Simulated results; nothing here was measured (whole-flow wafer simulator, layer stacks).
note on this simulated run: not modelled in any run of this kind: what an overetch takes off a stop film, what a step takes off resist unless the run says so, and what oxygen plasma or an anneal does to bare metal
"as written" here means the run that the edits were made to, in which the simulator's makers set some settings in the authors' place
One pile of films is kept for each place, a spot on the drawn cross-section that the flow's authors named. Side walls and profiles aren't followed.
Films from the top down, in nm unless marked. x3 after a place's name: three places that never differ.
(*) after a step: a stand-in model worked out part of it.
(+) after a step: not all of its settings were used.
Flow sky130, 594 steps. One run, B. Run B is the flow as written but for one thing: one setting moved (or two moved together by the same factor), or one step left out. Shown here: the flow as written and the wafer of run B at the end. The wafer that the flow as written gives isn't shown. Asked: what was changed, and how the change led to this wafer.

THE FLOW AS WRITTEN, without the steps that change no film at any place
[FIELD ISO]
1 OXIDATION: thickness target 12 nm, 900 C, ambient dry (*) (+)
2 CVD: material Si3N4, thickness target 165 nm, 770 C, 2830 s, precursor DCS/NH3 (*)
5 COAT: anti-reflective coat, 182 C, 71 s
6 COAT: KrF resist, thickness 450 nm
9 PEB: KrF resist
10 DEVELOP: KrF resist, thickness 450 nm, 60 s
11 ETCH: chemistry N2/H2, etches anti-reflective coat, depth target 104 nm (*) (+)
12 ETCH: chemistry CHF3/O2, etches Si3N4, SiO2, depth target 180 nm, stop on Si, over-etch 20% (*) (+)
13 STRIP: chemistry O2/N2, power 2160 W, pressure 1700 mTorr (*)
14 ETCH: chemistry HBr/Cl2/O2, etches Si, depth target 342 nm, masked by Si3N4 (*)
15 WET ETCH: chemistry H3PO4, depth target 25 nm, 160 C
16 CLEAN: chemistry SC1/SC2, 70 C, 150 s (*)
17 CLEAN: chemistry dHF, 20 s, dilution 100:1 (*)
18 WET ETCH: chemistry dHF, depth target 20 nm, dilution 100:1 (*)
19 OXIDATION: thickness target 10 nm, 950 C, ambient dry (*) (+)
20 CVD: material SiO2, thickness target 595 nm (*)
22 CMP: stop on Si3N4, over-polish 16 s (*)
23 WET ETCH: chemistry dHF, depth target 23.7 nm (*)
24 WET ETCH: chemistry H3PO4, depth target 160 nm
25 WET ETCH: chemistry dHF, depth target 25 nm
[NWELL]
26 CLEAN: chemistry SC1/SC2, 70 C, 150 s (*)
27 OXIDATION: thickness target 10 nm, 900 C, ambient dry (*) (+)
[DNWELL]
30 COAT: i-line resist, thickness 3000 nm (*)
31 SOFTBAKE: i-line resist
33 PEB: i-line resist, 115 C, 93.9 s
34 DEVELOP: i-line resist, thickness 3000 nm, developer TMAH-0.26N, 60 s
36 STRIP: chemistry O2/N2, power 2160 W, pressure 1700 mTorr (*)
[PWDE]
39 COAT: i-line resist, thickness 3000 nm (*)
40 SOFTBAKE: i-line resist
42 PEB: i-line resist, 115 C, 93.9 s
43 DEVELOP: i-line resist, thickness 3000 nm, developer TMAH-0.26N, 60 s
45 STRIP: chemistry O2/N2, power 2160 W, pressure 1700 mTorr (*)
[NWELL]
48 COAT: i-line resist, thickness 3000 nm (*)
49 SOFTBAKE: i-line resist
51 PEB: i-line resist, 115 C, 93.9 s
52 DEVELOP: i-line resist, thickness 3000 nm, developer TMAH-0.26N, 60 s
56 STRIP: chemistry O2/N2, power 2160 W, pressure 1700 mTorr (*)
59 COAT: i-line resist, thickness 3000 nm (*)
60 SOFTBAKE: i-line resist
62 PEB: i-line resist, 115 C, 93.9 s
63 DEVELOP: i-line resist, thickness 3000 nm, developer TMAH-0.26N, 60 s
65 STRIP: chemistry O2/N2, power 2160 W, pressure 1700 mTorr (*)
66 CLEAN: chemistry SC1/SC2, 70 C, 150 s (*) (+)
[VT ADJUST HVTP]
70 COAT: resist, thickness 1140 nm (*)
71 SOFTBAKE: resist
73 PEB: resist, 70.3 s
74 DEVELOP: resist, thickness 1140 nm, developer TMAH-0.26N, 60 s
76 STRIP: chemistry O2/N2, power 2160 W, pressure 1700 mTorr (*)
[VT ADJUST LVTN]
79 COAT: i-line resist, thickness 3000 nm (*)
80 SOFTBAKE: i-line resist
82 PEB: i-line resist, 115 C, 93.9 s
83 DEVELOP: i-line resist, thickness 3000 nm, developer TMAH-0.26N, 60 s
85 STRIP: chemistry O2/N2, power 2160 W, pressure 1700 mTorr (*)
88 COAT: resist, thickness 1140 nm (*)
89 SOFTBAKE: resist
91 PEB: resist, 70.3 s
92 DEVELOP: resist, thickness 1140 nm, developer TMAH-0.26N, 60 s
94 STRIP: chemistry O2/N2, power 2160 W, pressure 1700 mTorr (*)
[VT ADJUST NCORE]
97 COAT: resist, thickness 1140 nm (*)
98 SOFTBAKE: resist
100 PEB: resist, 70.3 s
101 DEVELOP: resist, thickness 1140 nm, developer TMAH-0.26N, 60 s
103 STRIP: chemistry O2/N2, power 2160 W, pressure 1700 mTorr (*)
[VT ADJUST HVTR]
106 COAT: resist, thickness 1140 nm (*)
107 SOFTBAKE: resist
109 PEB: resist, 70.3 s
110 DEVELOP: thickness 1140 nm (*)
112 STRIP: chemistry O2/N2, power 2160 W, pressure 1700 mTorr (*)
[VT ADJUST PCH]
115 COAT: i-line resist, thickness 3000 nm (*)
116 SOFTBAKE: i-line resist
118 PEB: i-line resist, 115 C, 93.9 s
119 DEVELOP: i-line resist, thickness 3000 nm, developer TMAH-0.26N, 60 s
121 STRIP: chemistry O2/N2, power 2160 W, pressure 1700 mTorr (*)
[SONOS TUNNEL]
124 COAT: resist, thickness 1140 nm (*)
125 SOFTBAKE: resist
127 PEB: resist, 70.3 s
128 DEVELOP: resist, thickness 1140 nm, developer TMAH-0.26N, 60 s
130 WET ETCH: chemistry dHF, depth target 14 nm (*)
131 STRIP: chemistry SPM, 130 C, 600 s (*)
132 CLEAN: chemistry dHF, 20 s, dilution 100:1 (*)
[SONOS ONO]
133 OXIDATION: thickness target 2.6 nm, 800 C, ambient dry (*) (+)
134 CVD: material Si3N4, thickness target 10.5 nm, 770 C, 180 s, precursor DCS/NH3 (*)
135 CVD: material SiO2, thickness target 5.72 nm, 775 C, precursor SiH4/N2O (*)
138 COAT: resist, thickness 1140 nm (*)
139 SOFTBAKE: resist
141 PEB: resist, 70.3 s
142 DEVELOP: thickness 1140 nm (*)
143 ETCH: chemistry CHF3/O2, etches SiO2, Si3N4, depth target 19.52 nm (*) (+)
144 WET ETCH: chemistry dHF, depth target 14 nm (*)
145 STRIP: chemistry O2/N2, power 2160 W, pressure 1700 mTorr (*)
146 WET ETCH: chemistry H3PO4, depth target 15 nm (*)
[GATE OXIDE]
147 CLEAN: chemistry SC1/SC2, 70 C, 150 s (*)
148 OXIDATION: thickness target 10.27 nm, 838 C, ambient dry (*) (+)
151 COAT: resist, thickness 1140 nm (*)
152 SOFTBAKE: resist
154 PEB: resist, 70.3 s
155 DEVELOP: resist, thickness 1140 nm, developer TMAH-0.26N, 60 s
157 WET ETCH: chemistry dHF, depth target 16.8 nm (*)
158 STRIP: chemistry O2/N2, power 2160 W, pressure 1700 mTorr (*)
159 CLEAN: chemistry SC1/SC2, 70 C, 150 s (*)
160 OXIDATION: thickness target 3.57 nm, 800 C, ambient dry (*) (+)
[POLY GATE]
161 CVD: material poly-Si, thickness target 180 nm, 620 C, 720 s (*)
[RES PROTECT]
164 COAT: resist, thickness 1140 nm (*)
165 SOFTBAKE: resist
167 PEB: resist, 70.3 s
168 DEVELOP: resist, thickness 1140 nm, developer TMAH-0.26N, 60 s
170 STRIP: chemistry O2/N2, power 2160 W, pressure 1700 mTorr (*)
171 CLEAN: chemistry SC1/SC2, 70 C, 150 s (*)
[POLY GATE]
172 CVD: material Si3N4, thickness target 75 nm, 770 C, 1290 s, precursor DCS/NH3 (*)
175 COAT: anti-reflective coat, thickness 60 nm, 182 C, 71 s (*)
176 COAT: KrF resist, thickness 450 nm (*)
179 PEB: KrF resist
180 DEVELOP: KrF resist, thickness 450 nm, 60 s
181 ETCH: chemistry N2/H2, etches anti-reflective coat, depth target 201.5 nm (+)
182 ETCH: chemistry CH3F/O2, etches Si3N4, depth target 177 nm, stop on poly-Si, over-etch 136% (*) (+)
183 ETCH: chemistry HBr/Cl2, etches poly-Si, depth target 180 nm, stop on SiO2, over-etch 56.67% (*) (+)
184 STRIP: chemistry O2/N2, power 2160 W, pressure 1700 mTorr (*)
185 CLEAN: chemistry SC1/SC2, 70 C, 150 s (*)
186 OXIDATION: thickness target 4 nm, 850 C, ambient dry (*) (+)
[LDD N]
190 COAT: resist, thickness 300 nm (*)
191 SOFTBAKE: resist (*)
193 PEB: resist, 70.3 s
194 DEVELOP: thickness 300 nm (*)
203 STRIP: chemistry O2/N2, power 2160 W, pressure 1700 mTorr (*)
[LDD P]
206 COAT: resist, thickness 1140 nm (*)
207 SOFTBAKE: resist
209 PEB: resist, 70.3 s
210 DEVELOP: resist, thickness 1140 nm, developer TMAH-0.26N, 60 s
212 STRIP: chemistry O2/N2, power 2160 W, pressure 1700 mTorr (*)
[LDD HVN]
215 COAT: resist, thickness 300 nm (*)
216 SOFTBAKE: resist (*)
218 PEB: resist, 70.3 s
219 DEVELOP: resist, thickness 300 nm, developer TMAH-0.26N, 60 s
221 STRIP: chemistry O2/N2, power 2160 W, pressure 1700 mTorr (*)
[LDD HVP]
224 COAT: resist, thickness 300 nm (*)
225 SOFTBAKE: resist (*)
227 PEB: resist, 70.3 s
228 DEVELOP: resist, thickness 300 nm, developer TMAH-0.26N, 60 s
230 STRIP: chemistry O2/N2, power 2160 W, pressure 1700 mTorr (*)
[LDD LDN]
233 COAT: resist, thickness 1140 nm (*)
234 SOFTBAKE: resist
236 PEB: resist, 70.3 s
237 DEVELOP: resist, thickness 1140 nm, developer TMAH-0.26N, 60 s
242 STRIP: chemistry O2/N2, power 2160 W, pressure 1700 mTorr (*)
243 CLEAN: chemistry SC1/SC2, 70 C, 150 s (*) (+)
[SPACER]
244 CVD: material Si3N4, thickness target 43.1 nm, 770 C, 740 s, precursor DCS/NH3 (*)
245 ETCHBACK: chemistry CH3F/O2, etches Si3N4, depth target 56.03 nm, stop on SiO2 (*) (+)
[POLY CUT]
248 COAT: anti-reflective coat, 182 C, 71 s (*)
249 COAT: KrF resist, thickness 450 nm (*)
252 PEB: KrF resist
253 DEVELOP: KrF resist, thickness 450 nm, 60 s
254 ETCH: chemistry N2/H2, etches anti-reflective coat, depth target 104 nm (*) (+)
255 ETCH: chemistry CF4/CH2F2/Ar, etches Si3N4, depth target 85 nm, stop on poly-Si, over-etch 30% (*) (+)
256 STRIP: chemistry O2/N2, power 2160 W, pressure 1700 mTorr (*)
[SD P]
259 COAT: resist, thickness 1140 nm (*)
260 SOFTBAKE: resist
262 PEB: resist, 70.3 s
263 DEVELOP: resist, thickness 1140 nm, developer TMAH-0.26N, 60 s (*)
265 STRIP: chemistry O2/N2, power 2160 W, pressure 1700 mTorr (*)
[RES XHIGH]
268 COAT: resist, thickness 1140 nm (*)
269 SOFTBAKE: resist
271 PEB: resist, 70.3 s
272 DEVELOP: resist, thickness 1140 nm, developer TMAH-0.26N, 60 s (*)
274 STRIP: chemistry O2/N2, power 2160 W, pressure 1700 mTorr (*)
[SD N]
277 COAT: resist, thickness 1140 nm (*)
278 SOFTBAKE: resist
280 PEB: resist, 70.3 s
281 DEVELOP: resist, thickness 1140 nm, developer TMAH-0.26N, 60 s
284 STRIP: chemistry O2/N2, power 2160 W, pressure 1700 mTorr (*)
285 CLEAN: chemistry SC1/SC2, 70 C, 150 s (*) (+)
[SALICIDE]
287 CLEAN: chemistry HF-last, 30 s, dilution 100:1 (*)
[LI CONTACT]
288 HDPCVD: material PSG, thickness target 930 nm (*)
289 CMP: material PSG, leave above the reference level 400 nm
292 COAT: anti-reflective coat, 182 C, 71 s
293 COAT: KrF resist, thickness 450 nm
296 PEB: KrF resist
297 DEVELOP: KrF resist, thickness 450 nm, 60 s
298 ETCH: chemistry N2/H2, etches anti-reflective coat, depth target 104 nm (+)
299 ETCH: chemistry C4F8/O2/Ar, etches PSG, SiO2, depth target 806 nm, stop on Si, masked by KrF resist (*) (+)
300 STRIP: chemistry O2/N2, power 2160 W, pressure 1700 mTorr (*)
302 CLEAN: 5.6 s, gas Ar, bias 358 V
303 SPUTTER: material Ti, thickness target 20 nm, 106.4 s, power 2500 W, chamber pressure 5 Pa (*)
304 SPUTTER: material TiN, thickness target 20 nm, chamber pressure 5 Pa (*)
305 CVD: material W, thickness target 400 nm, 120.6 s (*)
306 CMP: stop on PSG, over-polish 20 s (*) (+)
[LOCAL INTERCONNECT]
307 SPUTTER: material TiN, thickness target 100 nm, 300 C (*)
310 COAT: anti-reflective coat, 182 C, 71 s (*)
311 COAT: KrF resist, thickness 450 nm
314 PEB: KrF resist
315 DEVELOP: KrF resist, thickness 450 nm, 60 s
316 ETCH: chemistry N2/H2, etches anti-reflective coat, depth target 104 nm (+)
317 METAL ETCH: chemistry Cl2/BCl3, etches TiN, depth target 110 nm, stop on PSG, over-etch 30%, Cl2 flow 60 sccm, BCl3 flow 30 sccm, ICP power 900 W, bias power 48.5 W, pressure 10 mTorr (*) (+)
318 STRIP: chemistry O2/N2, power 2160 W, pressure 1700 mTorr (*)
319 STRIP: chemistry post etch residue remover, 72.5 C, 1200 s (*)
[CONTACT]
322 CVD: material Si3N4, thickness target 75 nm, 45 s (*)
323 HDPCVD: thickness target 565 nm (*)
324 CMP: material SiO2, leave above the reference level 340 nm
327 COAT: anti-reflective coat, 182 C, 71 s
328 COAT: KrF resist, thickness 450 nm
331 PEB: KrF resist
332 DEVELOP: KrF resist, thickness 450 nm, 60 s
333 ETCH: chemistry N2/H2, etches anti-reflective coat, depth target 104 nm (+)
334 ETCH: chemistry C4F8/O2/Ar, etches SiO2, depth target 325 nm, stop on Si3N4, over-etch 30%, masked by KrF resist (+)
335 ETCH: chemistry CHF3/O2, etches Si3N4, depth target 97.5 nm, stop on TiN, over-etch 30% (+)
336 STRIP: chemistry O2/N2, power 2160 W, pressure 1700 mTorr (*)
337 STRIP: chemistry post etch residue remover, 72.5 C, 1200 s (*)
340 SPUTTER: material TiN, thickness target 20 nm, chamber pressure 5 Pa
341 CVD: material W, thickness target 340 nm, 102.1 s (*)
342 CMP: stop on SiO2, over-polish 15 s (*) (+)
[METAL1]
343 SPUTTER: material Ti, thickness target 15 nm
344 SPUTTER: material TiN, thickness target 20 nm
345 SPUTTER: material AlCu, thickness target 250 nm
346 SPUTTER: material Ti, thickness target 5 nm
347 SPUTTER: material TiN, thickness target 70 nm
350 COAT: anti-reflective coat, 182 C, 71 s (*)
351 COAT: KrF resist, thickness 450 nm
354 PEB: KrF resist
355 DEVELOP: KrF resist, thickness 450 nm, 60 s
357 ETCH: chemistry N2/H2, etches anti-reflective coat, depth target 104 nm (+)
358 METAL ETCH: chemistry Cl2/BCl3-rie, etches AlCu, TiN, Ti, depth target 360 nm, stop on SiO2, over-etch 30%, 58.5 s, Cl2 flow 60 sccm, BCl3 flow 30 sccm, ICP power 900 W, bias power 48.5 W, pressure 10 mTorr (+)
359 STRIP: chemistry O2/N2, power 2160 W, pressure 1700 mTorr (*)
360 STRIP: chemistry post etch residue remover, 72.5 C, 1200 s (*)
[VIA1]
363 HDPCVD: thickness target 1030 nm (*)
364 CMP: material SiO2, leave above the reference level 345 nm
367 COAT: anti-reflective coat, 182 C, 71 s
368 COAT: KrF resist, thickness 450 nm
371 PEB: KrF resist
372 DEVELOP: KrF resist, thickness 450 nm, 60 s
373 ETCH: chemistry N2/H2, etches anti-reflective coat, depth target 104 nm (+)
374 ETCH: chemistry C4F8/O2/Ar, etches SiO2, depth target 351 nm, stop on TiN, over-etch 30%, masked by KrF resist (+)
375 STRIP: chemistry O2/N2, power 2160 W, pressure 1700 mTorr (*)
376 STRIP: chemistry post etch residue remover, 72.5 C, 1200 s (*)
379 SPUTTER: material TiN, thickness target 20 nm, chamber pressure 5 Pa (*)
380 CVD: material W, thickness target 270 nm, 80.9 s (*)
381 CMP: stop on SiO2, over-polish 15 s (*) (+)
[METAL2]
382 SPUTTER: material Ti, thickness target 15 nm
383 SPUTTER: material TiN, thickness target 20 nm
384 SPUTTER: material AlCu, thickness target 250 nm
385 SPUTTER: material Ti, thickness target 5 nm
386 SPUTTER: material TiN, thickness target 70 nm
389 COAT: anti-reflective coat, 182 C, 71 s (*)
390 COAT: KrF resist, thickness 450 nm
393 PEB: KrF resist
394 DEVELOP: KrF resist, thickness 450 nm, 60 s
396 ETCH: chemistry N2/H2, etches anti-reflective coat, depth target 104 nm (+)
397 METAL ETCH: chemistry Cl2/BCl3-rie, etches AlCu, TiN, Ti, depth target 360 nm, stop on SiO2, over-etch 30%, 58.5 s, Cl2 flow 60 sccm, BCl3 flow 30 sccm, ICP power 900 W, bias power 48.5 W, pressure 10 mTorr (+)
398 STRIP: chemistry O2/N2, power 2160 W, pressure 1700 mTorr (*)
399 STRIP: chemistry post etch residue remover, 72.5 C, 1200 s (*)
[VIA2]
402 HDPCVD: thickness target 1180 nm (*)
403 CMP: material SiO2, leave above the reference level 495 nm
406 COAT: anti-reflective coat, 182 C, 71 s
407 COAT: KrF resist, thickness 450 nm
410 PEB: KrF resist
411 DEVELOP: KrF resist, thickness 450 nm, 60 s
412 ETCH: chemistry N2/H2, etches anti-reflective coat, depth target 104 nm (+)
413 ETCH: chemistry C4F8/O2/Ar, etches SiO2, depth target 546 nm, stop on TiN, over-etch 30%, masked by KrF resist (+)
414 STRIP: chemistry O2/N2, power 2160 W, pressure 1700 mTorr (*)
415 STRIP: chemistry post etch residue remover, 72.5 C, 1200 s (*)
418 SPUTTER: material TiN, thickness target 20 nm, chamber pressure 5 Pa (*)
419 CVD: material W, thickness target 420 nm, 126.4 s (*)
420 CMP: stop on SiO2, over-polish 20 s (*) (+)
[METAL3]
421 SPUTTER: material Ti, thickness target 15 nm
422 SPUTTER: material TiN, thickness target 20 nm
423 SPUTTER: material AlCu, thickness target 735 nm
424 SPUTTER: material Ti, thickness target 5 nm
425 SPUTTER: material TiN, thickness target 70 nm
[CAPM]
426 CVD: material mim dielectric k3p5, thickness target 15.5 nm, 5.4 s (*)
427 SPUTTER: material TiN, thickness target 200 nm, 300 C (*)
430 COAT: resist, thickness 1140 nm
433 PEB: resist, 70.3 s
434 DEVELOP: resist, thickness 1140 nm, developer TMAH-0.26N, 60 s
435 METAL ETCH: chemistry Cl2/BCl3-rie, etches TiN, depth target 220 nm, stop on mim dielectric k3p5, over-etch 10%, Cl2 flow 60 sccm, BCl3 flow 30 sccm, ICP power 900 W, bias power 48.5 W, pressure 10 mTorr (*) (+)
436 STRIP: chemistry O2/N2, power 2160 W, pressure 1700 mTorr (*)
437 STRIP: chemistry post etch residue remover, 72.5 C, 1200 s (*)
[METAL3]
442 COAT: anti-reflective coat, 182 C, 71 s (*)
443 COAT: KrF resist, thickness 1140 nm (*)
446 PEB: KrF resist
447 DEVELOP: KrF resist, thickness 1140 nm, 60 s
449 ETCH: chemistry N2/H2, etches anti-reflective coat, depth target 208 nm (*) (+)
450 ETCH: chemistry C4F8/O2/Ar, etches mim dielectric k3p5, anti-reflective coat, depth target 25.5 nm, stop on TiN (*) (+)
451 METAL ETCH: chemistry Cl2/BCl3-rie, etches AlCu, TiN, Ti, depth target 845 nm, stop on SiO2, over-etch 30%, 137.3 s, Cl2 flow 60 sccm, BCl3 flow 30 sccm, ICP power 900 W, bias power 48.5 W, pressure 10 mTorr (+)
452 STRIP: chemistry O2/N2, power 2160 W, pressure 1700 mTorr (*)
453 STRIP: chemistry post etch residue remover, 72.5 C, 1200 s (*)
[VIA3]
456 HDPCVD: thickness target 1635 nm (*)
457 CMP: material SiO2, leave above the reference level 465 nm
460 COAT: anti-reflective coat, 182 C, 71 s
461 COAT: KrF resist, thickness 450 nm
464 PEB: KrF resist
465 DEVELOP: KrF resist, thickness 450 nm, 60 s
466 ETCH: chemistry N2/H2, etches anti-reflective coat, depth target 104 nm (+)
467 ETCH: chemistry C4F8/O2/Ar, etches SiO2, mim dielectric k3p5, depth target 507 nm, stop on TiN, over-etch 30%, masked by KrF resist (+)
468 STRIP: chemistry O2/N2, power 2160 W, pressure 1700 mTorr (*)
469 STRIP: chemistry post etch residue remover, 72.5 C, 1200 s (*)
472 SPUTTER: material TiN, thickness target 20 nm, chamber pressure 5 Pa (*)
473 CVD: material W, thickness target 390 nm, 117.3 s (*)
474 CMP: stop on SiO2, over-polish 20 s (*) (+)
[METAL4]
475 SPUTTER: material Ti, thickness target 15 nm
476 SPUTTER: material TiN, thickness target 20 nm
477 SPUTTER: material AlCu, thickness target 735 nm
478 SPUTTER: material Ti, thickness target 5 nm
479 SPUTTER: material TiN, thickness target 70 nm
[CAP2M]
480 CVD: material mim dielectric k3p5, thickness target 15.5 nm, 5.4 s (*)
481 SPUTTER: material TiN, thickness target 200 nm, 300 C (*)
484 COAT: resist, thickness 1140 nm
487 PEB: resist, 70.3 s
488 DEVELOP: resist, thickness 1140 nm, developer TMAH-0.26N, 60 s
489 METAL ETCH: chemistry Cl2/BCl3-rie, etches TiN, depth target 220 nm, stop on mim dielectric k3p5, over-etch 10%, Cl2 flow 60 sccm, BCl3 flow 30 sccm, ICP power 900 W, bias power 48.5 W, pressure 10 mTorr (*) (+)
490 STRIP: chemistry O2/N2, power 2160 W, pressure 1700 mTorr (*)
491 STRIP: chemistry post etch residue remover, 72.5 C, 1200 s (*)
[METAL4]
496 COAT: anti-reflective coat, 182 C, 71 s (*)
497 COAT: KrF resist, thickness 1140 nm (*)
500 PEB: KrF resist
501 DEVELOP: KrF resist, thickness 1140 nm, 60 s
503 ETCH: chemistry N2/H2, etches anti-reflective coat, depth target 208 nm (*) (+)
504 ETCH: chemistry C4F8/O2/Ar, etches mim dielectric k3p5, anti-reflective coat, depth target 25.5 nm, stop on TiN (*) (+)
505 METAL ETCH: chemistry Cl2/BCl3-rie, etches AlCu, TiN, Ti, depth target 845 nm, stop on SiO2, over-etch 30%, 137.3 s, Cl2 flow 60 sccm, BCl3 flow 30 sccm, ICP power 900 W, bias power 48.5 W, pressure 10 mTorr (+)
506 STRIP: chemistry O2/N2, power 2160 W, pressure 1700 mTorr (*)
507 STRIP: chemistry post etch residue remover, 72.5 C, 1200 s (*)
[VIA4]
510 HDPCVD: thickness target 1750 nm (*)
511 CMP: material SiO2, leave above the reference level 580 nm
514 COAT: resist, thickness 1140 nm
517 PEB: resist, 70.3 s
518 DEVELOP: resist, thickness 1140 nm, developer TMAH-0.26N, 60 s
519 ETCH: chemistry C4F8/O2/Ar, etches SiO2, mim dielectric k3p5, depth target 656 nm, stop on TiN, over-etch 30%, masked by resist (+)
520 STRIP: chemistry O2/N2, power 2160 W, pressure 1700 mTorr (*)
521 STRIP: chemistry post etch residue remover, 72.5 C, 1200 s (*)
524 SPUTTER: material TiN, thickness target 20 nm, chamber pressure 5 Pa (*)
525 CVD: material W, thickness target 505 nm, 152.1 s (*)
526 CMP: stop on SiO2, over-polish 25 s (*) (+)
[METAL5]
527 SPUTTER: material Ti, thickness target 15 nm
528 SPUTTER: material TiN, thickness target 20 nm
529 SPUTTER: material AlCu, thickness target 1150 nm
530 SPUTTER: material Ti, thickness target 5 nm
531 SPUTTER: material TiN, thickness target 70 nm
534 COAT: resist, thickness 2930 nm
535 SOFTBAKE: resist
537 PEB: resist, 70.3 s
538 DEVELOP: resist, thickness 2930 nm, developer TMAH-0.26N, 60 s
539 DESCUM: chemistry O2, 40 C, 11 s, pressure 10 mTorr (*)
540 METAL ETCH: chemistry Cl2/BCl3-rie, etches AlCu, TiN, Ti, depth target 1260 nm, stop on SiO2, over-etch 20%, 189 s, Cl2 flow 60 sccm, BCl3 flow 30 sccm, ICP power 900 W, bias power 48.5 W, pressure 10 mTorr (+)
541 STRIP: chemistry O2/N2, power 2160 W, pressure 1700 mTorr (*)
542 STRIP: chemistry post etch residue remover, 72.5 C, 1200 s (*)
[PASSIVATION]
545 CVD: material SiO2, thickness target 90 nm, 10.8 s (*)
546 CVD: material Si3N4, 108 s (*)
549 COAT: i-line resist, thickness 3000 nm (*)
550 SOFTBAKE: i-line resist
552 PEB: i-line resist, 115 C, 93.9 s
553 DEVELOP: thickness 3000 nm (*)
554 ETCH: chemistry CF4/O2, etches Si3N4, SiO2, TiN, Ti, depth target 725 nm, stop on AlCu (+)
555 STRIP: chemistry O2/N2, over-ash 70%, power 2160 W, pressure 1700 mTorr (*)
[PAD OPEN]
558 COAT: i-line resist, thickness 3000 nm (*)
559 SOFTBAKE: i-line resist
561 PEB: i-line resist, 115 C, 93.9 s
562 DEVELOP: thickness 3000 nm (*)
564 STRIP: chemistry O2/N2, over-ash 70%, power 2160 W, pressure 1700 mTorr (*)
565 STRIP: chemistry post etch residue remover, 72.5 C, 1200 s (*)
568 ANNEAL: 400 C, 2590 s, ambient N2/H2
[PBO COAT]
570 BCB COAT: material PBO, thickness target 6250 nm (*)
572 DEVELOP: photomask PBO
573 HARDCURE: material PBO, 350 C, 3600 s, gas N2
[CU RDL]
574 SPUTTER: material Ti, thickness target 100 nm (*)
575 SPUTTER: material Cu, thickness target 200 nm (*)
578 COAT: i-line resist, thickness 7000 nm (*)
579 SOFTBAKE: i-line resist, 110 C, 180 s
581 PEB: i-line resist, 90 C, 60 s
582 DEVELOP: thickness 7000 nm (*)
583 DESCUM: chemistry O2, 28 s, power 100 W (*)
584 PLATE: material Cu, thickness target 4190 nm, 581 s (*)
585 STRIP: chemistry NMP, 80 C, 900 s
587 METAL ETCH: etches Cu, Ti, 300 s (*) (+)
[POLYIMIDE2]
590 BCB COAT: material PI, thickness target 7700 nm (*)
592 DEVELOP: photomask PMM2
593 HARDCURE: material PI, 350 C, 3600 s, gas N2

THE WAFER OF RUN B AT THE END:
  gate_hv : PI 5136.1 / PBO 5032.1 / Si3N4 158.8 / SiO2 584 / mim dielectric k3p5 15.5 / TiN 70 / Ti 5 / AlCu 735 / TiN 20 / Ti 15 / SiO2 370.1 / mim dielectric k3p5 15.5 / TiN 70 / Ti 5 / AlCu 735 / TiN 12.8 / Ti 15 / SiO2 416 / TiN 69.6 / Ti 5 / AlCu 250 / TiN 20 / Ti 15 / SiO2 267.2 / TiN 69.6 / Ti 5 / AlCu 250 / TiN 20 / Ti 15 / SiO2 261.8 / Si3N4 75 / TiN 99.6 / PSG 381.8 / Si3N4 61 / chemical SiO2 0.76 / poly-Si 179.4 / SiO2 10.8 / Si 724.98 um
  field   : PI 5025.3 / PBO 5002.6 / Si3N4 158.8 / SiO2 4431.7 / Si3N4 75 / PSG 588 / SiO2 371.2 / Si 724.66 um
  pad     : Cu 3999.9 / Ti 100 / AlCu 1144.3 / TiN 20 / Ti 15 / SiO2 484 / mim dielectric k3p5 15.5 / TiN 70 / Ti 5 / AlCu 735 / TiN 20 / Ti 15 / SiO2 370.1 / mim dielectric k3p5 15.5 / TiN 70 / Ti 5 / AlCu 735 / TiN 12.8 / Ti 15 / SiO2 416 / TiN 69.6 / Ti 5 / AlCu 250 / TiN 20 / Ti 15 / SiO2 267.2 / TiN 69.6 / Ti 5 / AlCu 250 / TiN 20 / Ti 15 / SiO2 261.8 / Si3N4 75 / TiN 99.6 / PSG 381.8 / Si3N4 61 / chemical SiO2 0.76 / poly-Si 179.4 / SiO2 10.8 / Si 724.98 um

The cause: step 422, SPUTTER: thickness target 12.8 nm was run, where the flow has thickness target 20 nm.
It can be read off the wafer: gate_hv has TiN 12.8, and step 422 as written asks for 20 nm.

How the change led to this, step by step:
  422 SPUTTER: material TiN, thickness target 20 nm
      field, active, n_well and 188 more: TiN +12.8 (new film) (as written it would be: TiN +20 (new film))
  451 METAL ETCH: chemistry Cl2/BCl3-rie, etches AlCu, TiN, Ti, depth target 845 nm, stop on SiO2, over-etch 30%, 137.3 s, Cl2 flow 60 sccm, BCl3 flow 30 sccm, ICP power 900 W, bias power 48.5 W, pressure 10 mTorr (+)
      field, gate, spacer and 68 more: TiN -70 (all of it), Ti -5 (all of it), AlCu -735 (all of it), TiN -12.8 (all of it), Ti -15 (all of it), SiO2 -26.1 (as written it would be: TiN -70 (all of it), Ti -5 (all of it), AlCu -735 (all of it), TiN -20 (all of it), Ti -15 (all of it), SiO2 -25.4)
      active, vpp_ln, vpp_iso2 and 11 more: TiN -70 (all of it), Ti -5 (all of it), AlCu -735 (all of it), TiN -12.8 (all of it), Ti -15 (all of it), SiO2 -26.1 (as written it would be: TiN -70 (all of it), Ti -5 (all of it), AlCu -735 (all of it), TiN -20 (all of it), Ti -15 (all of it), SiO2 -25.3)
